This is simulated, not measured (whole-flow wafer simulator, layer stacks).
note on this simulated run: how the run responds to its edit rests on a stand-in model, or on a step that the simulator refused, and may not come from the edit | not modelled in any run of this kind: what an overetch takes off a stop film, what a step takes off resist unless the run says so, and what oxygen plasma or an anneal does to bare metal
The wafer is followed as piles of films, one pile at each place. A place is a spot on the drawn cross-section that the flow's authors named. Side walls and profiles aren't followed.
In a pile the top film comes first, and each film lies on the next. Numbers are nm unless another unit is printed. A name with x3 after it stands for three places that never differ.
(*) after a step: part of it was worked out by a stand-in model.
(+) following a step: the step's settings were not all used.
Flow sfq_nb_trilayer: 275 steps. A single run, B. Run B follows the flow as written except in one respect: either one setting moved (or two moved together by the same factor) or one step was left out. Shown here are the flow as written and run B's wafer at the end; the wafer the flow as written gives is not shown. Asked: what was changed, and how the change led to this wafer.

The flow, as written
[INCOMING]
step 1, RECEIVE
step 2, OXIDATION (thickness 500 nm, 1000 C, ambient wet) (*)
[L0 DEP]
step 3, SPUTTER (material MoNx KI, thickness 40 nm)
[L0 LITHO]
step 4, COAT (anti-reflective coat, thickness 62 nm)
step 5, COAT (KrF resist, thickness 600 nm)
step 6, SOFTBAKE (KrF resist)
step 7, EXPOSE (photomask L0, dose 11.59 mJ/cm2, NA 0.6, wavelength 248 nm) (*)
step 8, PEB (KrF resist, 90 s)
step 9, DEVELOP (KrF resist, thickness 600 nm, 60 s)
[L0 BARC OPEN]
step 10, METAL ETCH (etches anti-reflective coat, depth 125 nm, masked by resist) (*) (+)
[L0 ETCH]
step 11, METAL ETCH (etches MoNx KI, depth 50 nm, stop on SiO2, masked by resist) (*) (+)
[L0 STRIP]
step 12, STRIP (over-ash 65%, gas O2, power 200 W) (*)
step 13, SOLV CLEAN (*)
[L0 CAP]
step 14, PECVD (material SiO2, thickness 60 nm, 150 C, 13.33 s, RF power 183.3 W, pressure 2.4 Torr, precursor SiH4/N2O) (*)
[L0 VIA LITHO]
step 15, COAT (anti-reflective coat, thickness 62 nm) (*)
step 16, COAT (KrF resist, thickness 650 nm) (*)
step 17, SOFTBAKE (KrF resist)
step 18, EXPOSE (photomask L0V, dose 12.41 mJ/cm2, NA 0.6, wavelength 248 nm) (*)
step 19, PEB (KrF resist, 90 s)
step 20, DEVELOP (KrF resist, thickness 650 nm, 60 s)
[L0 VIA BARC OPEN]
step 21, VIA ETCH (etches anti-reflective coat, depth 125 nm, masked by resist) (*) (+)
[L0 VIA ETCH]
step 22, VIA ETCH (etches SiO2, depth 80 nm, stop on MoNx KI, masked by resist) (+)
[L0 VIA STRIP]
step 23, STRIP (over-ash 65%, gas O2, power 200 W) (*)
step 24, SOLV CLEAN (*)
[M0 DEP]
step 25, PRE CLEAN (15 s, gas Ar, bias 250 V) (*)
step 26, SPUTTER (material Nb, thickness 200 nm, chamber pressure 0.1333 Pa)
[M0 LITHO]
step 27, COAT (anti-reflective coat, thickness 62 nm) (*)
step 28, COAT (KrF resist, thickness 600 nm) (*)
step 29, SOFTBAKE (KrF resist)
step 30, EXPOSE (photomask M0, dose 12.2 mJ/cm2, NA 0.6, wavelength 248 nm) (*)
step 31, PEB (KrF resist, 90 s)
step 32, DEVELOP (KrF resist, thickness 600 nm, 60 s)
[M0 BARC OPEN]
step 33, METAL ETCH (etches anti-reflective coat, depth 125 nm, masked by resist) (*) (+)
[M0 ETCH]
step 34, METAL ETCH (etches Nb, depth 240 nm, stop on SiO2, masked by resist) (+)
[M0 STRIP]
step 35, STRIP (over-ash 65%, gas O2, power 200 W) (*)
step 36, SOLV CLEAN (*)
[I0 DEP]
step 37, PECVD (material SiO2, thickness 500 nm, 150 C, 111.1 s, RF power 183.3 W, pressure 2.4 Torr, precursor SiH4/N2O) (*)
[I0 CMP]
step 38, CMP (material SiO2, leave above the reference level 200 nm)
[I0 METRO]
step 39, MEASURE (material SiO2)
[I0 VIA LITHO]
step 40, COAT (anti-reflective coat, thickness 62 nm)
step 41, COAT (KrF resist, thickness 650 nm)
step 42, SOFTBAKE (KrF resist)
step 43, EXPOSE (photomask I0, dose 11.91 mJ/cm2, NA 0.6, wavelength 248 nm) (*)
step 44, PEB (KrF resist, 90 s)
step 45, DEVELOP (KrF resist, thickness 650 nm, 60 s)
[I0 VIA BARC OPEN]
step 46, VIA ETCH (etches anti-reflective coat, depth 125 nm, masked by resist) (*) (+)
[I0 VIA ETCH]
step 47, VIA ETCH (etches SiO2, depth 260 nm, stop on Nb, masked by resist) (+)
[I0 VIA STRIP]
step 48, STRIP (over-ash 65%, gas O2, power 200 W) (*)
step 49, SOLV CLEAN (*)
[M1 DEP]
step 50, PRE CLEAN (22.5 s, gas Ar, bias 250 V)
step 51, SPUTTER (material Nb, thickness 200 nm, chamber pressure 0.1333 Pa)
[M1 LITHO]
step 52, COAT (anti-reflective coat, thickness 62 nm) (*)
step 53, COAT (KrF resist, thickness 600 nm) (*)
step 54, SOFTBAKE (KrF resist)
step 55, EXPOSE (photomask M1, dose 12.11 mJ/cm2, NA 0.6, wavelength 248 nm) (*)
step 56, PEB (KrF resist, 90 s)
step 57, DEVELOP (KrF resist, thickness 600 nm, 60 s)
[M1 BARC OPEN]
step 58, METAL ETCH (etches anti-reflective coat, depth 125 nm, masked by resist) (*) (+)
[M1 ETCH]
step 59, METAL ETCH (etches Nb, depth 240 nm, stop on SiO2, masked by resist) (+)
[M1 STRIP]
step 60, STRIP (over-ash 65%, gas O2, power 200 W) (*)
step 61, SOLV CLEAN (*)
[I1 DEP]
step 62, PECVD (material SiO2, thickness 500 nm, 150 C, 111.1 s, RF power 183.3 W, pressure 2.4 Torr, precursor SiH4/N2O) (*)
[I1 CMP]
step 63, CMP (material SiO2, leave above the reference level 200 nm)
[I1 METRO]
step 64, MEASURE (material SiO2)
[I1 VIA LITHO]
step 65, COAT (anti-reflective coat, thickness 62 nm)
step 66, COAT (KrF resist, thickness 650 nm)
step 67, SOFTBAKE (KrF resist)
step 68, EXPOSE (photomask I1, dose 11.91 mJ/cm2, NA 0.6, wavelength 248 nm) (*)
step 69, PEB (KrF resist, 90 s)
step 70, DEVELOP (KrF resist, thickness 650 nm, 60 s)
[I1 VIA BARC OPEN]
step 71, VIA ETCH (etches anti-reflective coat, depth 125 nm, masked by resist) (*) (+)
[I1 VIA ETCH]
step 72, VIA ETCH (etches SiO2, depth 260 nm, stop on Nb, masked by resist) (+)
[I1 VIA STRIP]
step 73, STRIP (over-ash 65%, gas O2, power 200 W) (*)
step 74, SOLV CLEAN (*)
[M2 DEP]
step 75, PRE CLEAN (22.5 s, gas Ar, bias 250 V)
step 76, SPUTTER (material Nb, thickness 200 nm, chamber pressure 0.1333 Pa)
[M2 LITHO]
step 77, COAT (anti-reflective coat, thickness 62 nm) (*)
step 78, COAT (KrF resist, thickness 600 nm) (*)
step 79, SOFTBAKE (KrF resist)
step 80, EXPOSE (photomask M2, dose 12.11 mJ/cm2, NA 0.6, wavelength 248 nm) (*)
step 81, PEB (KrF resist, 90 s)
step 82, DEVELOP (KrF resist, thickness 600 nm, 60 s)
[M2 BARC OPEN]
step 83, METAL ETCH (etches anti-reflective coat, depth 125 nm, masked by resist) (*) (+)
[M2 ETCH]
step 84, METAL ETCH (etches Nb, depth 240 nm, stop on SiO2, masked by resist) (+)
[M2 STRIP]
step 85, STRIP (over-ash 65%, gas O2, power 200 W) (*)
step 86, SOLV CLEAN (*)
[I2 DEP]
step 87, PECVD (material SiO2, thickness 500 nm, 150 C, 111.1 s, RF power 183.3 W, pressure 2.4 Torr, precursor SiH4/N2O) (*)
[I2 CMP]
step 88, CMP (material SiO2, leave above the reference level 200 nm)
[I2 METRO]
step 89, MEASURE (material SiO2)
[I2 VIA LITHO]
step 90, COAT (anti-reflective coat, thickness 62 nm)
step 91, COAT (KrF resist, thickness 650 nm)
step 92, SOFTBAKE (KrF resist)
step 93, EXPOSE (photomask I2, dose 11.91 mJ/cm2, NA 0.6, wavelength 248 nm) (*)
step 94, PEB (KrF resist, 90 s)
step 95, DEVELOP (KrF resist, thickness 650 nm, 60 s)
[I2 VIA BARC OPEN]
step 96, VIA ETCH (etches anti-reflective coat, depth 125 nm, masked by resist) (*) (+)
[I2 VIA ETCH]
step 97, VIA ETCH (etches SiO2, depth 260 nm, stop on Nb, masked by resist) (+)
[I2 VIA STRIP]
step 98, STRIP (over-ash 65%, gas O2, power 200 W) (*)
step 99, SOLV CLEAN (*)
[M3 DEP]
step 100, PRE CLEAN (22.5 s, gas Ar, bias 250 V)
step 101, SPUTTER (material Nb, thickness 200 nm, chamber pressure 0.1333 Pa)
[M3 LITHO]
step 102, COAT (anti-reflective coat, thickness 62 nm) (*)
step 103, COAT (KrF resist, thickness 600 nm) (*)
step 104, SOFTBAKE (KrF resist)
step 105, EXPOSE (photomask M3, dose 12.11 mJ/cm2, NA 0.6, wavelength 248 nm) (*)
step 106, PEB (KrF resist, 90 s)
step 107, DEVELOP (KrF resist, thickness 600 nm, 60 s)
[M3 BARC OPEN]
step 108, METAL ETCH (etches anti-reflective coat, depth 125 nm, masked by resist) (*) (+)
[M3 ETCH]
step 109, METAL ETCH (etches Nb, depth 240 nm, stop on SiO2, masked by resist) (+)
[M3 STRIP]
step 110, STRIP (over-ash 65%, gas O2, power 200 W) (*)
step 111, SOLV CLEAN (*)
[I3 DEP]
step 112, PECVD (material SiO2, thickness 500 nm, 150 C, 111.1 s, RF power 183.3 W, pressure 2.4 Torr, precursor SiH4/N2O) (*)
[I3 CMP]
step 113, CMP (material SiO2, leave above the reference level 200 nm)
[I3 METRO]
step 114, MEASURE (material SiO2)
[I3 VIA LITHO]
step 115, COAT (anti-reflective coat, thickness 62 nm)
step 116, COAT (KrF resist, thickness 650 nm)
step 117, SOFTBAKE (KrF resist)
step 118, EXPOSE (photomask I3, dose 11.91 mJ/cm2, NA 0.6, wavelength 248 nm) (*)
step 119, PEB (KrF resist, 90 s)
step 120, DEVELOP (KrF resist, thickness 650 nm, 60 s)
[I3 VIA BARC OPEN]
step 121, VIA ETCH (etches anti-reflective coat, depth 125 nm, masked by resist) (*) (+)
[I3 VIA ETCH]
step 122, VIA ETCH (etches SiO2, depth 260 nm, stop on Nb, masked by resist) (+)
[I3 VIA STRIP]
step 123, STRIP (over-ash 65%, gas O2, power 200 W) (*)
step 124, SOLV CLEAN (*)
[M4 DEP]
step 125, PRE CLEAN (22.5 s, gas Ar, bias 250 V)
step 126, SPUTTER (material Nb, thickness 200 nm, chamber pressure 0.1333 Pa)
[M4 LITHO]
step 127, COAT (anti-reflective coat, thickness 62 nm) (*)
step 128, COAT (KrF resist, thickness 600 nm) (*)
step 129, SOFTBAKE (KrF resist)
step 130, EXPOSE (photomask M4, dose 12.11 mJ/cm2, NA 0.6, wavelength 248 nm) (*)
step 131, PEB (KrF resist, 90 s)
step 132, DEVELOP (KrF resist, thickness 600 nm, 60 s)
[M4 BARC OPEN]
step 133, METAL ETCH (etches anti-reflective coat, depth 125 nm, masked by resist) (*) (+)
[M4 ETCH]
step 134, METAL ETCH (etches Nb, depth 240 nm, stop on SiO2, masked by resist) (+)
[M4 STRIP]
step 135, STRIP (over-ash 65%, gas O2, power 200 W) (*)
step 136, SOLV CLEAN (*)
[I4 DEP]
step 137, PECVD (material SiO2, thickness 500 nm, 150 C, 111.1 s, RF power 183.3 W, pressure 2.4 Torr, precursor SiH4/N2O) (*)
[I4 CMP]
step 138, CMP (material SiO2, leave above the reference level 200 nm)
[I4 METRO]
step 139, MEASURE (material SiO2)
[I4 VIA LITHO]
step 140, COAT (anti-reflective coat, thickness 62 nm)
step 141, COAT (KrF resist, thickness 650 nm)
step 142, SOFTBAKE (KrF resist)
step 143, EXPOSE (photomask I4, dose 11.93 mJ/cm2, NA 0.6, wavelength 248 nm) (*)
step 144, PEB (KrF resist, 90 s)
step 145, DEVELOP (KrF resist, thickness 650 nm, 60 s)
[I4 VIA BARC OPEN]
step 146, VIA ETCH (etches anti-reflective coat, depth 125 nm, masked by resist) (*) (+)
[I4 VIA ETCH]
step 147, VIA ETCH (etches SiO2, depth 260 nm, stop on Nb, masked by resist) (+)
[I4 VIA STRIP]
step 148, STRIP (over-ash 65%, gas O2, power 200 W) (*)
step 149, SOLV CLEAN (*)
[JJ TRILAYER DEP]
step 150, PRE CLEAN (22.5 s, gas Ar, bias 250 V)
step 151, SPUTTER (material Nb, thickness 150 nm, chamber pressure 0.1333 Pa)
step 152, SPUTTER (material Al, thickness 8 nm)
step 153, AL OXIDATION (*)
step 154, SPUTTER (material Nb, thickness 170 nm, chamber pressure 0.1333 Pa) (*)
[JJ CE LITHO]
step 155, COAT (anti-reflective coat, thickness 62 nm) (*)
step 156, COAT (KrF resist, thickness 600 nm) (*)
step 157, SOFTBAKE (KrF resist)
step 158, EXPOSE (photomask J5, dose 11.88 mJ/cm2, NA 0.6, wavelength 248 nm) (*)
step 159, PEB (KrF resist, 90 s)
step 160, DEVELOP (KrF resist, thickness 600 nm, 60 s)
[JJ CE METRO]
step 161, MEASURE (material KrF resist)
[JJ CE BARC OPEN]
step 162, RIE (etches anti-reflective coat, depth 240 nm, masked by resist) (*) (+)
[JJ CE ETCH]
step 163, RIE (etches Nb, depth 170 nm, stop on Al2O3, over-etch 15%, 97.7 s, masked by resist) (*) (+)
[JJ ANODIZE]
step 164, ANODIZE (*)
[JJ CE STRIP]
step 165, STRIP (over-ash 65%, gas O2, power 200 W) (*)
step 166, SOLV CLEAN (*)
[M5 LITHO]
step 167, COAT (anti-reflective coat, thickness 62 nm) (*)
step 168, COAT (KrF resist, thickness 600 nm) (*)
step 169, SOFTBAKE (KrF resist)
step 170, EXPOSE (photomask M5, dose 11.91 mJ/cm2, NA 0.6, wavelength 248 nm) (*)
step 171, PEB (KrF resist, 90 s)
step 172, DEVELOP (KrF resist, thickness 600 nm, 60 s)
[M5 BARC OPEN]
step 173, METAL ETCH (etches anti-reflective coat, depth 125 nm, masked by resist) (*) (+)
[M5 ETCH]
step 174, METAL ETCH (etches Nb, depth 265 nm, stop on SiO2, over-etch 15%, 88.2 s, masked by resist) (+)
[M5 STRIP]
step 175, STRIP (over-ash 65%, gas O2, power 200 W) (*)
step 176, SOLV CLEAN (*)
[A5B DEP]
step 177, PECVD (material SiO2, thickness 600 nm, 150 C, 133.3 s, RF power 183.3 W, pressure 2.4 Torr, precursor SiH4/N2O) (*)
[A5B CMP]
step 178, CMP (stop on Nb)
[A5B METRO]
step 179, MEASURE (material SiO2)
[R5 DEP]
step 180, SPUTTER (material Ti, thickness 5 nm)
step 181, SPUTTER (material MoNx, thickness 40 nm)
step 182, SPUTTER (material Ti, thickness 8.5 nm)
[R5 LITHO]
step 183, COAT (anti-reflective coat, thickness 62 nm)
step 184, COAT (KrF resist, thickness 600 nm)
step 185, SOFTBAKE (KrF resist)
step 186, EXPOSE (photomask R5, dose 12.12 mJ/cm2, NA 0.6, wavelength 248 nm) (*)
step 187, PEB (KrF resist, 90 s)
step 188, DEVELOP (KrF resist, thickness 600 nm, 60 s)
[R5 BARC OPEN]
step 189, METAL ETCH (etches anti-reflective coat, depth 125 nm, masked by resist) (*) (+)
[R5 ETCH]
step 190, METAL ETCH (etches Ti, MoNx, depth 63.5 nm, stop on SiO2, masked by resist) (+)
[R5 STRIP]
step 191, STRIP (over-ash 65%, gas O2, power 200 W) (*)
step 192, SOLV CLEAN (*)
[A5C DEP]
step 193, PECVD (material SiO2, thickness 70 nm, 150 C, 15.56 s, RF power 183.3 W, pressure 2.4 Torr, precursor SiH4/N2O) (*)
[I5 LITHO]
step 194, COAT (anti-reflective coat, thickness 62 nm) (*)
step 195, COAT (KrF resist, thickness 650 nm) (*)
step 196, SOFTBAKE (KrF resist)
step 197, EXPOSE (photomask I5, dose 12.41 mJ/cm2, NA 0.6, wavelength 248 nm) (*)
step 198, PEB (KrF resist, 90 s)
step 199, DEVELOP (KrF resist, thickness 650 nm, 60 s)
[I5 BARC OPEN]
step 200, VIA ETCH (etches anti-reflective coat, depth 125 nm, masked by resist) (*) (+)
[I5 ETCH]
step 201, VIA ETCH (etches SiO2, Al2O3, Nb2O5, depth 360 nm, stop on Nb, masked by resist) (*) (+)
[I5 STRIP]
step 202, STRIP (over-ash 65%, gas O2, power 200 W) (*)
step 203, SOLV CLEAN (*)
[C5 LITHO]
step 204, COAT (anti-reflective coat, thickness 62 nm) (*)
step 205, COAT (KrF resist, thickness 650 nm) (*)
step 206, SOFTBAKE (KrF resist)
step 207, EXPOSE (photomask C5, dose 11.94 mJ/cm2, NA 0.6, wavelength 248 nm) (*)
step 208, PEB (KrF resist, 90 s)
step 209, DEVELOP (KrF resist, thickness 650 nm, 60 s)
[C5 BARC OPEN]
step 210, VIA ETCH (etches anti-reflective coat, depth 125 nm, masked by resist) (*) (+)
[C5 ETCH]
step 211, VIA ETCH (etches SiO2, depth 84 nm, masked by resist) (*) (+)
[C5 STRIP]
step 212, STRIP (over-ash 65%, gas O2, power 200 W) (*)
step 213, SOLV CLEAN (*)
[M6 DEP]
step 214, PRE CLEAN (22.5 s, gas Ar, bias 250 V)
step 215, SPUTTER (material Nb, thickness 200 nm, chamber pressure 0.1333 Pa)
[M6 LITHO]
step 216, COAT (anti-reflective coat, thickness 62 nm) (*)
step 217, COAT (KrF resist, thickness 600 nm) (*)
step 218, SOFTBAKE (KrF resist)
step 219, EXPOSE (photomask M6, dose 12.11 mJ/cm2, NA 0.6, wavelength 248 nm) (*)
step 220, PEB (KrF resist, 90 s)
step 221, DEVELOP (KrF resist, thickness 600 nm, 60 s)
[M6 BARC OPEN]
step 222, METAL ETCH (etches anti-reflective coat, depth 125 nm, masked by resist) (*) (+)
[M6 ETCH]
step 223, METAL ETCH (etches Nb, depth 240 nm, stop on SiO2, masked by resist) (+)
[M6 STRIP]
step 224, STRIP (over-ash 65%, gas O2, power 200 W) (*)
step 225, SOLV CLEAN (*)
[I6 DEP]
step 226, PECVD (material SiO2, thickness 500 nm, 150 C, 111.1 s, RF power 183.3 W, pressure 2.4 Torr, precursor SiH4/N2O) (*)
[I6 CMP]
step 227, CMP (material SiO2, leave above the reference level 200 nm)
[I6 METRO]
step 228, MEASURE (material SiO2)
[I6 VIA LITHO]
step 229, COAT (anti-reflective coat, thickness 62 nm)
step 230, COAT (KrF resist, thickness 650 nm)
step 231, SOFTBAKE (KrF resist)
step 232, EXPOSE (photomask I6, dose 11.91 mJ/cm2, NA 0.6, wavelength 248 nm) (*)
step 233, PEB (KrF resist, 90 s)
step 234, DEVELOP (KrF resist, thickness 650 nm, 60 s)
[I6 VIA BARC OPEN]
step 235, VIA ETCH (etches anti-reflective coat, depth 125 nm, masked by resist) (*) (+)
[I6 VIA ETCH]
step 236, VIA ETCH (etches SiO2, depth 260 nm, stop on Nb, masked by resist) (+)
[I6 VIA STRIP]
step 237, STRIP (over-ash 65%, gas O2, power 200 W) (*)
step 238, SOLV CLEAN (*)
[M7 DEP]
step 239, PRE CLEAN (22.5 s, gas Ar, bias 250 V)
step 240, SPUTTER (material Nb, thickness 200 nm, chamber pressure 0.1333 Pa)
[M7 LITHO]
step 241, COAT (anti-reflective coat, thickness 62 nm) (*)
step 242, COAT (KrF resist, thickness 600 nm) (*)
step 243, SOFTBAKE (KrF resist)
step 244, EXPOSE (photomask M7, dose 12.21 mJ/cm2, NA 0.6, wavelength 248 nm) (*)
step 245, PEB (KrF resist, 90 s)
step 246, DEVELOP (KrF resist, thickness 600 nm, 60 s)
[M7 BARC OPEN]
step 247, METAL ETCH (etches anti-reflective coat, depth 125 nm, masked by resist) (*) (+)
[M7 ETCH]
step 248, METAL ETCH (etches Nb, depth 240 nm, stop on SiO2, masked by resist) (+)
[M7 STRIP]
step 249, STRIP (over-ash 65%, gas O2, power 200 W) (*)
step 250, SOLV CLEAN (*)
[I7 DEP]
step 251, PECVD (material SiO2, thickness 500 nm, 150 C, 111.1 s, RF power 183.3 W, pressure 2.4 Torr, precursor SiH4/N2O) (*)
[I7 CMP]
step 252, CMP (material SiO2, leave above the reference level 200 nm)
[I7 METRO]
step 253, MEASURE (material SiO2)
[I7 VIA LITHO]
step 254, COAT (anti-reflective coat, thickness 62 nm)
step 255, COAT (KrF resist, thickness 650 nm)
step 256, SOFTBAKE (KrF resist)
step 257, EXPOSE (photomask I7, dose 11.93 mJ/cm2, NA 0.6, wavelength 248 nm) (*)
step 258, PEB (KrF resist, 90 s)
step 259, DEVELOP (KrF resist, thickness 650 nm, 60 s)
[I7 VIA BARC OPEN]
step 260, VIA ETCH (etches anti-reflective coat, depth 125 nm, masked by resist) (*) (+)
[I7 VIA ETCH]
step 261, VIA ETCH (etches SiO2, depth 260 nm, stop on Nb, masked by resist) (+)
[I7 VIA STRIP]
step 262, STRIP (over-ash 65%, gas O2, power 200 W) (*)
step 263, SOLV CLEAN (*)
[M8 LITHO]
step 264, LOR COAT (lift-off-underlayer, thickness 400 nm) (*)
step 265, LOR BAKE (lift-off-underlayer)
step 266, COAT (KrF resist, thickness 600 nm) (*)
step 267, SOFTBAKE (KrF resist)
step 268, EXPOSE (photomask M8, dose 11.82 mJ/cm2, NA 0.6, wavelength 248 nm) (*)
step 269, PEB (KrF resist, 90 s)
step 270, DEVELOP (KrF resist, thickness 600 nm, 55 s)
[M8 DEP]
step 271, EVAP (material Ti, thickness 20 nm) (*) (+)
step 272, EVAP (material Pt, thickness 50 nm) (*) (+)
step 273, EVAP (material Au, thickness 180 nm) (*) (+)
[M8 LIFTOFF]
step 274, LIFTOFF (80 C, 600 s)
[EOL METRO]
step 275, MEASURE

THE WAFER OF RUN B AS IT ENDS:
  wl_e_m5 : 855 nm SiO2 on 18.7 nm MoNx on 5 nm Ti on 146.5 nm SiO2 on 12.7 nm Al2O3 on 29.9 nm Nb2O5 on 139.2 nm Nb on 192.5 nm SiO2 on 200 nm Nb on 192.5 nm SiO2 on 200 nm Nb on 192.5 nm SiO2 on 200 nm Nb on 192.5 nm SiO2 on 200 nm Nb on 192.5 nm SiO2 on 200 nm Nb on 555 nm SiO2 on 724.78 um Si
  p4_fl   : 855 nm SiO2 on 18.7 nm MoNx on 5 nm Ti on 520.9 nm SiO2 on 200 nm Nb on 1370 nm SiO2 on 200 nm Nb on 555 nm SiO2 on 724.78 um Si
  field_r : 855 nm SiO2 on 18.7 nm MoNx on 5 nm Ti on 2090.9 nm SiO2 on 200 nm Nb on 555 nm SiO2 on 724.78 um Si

The reason: step 190, METAL ETCH: depth 29.8 nm was run, whereas the flow has depth 63.5 nm.

Step by step, how the change led to this:
  step 190, METAL ETCH (etches Ti, MoNx, depth 63.5 nm, stop on SiO2, masked by resist) (+)
      field_l, v_sur, via_wl and 92 more: -8.5 Ti (all of it), -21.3 MoNx (as written it would have been: -8.5 Ti (all of it), -40 MoNx (all of it), -5 Ti (all of it))
      ce_l, c5j, ce_r, wl_jj: -8.5 Ti (all of it), -21.3 MoNx (as written it would have been: -8.5 Ti (all of it), -40 MoNx (all of it), -5 Ti (all of it), -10 Nb)
      (as well as at 7 more places)
  step 191, STRIP (over-ash 65%, gas O2, power 200 W) (*)
      be_r, r_sur, res, r_end, r5r_line_l, r5r_line_c, r5r_line_r: -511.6 KrF resist (all of it), -62 anti-reflective coat (all of it) (as written it would have been: -498.2 KrF resist (all of it), -62 anti-reflective coat (all of it))
  step 193, PECVD (material SiO2, thickness 70 nm, 150 C, 15.56 s, RF power 183.3 W, pressure 2.4 Torr, precursor SiH4/N2O) (*)
      field_l, v_sur, via_wl and 92 more: +70 SiO2 (new film) (as written it would have been: +70 SiO2)
  step 194, COAT (anti-reflective coat, thickness 62 nm) (*)
      wl_j_sl, wl_j_sr: +62 anti-reflective coat (new film) (as written it would have been: +60.2 anti-reflective coat (new film))
      r5r_spacepad_l, r5r_spacepad_r: +74.2 anti-reflective coat (new film) (as written it would have been: +84.4 anti-reflective coat (new film))
      (as well as at 15 more places)
  step 201, VIA ETCH (etches SiO2, Al2O3, Nb2O5, depth 360 nm, stop on Nb, masked by resist) (*) (+)
      be: -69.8 SiO2 (all of it), -18.7 MoNx (all of it), -5 Ti (all of it), -146.5 SiO2 (all of it), -12.7 Al2O3 (all of it), -29.9 Nb2O5 (all of it) (as written it would have been: -216.4 SiO2 (all of it), -12.7 Al2O3 (all of it), -29.9 Nb2O5 (all of it))
  step 202, STRIP (over-ash 65%, gas O2, power 200 W) (*)
      wl_j_sl, wl_j_sr: -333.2 KrF resist (all of it), -62 anti-reflective coat (all of it) (as written it would have been: -333.3 KrF resist (all of it), -60.2 anti-reflective coat (all of it))
      r5r_spacepad_l, r5r_spacepad_r: -334.6 KrF resist (all of it), -74.2 anti-reflective coat (all of it) (as written it would have been: -335.6 KrF resist (all of it), -84.4 anti-reflective coat (all of it))
      (as well as at 15 more places)
  step 204, COAT (anti-reflective coat, thickness 62 nm) (*)
      wl_j_sl, wl_j_sr: +62 anti-reflective coat (new film) (as written it would have been: +60.2 anti-reflective coat (new film))
      r5r_spacepad_l, r5r_spacepad_r: +74.2 anti-reflective coat (new film) (as written it would have been: +84.4 anti-reflective coat (new film))
      (as well as at 17 more places)
  step 205, COAT (KrF resist, thickness 650 nm) (*)
      be: +832 KrF resist (new film) (as written it would have been: +815.3 KrF resist (new film))
  step 210, VIA ETCH (etches anti-reflective coat, depth 125 nm, masked by resist) (*) (+)
      field_l, v_sur, via_wl and 101 more: -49 KrF resist (as written it would have been: -47.4 KrF resist)
      c5j: -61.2 anti-reflective coat (all of it), -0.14 SiO2 (as written it would have been: -63.9 anti-reflective coat (all of it), -0.11 SiO2)
      (as well as at 1 more place)
  step 211, VIA ETCH (etches SiO2, depth 84 nm, masked by resist) (*) (+)
      c5j: -69.9 SiO2 (all of it) (as written it would have been: -69.9 SiO2 (all of it), -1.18 Nb)
  step 212, STRIP (over-ash 65%, gas O2, power 200 W) (*)
      wl_j_sl, wl_j_sr: -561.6 KrF resist (all of it), -62 anti-reflective coat (all of it) (as written it would have been: -563.4 KrF resist (all of it), -60.2 anti-reflective coat (all of it))
      r5r_spacepad_l, r5r_spacepad_r: -562.9 KrF resist (all of it), -74.2 anti-reflective coat (all of it) (as written it would have been: -565.8 KrF resist (all of it), -84.4 anti-reflective coat (all of it))
      (as well as at 15 more places)
  step 214, PRE CLEAN (22.5 s, gas Ar, bias 250 V)
      c5j: -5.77 MoNx (as written it would have been: -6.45 Nb)
  step 215, SPUTTER (material Nb, thickness 200 nm, chamber pressure 0.1333 Pa)
      c5j: +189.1 Nb (new film) (as written it would have been: +188.4 Nb)
      be: +142.1 Nb (as written it would have been: +147.3 Nb)
  step 216, COAT (anti-reflective coat, thickness 62 nm) (*)
      r5r_line_l, r5r_line_c, r5r_line_r: +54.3 anti-reflective coat (new film) (as written it would have been: +50 anti-reflective coat (new film))
      wl_j_sl, wl_j_sr: +62 anti-reflective coat (new film) (as written it would have been: +60.2 anti-reflective coat (new film))
      (as well as at 17 more places)
  step 217, COAT (KrF resist, thickness 600 nm) (*)
      be: +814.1 KrF resist (new film) (as written it would have been: +793.9 KrF resist (new film))
  step 222, METAL ETCH (etches anti-reflective coat, depth 125 nm, masked by resist) (*) (+)
      r5r_line_l, r5r_line_c, r5r_line_r: -54.3 anti-reflective coat (all of it) (as written it would have been: -50 anti-reflective coat (all of it))
      r5r_spacepad_l, r5r_spacepad_r: -74.6 anti-reflective coat (all of it) (as written it would have been: -85.7 anti-reflective coat (all of it))
      (as well as at 2 more places)
  ... 2 further steps ...
  step 227, CMP (material SiO2, leave above the reference level 200 nm)
      ce_l, ce_r, wl_jj: -300 SiO2 (as written it would have been: -290 SiO2)
      be_r, r_sur, r_end: -329.8 SiO2 (as written it would have been: -353.5 SiO2)
      (as well as at 7 more places)
With metal films that touch counted as one body, wl_e_m5 has 7 bodies (between them, from the top down: SiO2 146.5 / Al2O3 12.7 / Nb2O5 29.9; SiO2 192.5; SiO2 192.5; SiO2 192.5; SiO2 192.5; SiO2 192.5); the flow as written gives 6 bodies (between them, from the top down: SiO2 192.5; SiO2 192.5; SiO2 192.5; SiO2 192.5; SiO2 192.5).
With metal films that touch counted as one body, p4_fl has 3 bodies (between them, from the top down: SiO2 520.9; SiO2 1370); the flow as written gives 2 bodies (between them, from the top down: SiO2 1370).
With metal films that touch counted as one body, field_r has 2 bodies (between them, from the top down: SiO2 2090.9); the flow as written gives 1 body.
